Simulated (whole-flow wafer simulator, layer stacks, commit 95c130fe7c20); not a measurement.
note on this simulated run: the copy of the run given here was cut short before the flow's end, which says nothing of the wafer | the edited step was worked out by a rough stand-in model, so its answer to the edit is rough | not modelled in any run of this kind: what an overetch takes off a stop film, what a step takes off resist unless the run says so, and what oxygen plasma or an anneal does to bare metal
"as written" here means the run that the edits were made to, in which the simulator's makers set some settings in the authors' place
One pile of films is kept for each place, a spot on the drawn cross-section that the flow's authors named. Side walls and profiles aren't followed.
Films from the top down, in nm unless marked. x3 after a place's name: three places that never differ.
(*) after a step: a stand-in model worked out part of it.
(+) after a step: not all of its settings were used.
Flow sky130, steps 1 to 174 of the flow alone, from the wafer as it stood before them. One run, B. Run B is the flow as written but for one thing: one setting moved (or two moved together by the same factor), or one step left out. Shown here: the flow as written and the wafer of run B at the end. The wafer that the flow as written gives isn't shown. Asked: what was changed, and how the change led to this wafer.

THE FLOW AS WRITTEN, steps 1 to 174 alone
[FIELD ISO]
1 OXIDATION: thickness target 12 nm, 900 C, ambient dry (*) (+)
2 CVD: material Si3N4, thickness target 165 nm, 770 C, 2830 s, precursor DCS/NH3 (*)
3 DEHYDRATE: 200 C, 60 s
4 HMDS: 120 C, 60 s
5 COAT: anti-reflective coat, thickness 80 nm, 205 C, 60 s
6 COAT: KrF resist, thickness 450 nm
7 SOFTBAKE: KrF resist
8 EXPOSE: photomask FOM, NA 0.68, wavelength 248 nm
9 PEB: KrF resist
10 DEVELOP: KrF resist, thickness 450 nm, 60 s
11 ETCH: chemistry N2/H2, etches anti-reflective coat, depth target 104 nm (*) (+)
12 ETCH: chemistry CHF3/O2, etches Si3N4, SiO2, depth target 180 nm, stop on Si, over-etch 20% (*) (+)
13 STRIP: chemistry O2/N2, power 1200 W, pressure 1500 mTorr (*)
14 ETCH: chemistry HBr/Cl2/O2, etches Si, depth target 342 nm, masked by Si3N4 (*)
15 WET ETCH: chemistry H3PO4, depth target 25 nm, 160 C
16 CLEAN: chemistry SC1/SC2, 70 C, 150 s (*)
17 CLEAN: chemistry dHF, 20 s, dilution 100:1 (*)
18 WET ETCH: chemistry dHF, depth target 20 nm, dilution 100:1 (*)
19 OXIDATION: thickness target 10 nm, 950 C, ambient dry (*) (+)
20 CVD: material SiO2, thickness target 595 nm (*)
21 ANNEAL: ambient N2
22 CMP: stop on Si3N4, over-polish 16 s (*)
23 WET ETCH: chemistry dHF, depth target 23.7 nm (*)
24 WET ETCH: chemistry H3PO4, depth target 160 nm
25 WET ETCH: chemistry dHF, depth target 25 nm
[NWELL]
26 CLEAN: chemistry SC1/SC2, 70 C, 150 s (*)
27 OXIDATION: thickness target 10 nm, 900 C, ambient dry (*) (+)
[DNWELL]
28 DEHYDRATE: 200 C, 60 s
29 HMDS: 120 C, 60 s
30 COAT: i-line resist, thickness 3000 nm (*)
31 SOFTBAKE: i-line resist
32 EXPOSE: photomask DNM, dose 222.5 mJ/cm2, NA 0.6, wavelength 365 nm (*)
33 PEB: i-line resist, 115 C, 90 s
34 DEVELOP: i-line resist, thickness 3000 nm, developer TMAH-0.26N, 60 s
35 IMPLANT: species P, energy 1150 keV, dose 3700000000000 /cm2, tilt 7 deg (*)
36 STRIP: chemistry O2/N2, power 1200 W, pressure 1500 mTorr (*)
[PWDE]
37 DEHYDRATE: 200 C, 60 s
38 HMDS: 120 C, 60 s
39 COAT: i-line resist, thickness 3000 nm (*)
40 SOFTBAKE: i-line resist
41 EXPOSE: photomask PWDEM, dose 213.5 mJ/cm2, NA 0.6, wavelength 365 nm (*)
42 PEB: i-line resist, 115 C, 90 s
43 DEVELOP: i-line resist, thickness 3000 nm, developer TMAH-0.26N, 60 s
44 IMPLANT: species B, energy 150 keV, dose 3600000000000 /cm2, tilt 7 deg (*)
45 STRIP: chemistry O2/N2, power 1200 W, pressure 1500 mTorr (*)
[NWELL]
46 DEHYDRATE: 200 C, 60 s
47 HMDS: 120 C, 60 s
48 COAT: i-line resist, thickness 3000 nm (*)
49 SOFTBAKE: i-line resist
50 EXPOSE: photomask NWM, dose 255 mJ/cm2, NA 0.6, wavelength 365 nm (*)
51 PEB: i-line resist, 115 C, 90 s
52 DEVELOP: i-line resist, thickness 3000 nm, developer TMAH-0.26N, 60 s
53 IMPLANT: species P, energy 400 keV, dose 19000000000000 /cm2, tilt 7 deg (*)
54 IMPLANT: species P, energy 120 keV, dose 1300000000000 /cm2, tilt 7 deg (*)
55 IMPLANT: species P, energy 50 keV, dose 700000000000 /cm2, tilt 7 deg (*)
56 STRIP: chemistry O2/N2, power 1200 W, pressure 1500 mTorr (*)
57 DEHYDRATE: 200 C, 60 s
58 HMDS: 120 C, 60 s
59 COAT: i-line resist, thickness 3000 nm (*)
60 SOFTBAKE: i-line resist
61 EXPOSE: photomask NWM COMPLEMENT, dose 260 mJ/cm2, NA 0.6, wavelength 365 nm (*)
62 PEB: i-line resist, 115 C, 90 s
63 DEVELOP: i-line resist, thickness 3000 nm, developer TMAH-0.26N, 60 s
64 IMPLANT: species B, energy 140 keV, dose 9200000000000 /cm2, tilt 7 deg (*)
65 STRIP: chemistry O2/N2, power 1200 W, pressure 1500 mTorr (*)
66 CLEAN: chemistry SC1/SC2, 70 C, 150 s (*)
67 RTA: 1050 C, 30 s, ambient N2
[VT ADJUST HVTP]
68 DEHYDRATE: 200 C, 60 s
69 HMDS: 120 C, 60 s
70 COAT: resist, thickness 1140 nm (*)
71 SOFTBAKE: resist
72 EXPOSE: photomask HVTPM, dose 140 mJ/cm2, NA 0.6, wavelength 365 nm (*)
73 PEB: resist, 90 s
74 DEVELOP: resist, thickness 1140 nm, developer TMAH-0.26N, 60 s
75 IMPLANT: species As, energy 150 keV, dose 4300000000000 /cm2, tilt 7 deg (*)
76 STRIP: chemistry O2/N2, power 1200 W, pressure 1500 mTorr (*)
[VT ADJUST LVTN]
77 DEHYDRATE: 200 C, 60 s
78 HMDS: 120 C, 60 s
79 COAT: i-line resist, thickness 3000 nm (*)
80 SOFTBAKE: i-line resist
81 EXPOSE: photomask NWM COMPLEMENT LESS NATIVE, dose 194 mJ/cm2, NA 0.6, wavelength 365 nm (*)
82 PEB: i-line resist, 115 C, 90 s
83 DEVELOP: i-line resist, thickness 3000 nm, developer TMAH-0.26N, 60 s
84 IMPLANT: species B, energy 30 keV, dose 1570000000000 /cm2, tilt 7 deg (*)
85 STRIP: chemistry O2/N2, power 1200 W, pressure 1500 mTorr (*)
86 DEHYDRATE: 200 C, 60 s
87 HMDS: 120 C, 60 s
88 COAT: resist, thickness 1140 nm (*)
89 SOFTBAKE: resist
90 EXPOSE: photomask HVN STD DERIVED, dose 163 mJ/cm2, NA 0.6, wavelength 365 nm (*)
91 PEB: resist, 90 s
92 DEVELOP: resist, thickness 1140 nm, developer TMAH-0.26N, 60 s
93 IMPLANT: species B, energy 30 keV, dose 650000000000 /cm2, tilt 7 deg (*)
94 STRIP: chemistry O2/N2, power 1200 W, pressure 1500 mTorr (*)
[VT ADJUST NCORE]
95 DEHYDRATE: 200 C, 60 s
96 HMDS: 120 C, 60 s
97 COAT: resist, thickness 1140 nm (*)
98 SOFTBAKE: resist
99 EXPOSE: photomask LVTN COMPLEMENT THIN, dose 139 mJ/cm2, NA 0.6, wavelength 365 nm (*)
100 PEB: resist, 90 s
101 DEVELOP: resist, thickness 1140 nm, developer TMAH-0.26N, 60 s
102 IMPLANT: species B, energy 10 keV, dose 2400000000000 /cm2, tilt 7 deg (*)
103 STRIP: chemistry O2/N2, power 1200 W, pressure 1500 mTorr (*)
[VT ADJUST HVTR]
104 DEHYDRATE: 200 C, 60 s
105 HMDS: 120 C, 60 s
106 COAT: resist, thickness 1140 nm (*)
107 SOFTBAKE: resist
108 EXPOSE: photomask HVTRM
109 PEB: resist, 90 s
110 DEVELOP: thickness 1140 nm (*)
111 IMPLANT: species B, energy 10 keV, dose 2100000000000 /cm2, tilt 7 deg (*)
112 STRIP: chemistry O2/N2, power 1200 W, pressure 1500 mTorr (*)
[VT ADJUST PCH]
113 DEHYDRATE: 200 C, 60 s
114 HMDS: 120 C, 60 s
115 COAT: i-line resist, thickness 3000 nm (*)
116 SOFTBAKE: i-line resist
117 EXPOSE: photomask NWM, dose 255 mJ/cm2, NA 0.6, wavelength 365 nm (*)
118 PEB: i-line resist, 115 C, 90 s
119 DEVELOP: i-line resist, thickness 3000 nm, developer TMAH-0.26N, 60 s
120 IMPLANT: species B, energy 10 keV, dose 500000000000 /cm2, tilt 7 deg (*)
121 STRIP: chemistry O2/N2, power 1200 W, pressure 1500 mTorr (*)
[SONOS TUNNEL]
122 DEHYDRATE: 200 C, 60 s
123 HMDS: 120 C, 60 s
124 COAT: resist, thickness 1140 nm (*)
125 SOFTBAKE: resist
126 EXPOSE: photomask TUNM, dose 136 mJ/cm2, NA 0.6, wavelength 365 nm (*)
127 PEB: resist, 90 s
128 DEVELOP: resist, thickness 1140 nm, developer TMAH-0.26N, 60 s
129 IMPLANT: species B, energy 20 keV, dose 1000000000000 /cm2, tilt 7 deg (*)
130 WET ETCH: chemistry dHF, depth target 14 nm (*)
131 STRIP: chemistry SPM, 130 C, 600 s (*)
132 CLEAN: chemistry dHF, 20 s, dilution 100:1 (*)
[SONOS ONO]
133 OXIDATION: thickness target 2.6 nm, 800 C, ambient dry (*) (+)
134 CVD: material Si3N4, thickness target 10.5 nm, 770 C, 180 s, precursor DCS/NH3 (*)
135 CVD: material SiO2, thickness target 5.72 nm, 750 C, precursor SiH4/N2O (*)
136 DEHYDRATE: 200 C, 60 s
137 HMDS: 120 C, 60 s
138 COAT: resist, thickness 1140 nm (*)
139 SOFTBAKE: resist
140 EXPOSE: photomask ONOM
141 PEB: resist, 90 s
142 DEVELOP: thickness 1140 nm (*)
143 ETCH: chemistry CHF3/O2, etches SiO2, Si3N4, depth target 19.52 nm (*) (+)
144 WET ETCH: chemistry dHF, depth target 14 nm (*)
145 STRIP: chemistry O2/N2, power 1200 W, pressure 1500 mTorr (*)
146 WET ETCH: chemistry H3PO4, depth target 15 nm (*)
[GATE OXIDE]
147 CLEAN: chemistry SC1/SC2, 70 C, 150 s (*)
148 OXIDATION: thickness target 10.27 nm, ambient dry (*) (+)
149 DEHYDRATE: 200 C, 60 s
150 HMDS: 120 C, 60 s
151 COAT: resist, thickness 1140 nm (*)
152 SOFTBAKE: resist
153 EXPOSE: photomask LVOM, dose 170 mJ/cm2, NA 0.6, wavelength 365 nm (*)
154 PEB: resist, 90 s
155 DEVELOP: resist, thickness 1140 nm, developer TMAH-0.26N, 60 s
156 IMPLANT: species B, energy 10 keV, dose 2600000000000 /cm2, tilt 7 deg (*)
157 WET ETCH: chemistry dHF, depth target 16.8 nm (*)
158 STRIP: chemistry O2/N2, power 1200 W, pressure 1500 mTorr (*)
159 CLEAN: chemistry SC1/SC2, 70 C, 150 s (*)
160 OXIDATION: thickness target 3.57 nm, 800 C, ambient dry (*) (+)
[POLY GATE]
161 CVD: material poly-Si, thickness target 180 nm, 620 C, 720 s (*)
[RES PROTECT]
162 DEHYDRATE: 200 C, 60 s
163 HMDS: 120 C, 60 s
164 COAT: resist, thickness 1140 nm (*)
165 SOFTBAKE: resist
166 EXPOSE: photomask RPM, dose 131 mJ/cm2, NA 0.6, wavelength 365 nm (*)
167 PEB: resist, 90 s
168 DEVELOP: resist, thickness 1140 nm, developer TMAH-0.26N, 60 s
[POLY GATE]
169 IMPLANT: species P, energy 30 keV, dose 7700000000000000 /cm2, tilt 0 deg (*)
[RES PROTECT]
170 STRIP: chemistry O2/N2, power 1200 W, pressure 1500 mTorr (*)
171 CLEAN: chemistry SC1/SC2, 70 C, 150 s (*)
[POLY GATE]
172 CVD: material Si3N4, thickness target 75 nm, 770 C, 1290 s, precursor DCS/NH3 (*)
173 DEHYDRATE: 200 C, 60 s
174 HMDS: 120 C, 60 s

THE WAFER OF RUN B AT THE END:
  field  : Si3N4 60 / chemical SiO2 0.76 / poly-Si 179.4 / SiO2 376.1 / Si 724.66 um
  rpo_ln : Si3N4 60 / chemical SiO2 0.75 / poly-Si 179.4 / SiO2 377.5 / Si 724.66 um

The cause: step 172, CVD: 1032 s was run, where the flow has 1290 s.

How the change led to this, step by step:
  172 CVD: material Si3N4, thickness target 75 nm, 770 C, 1290 s, precursor DCS/NH3 (*)
      field, active, n_well and 187 more: Si3N4 +60 (new film) (as written it would be: Si3N4 +75 (new film))
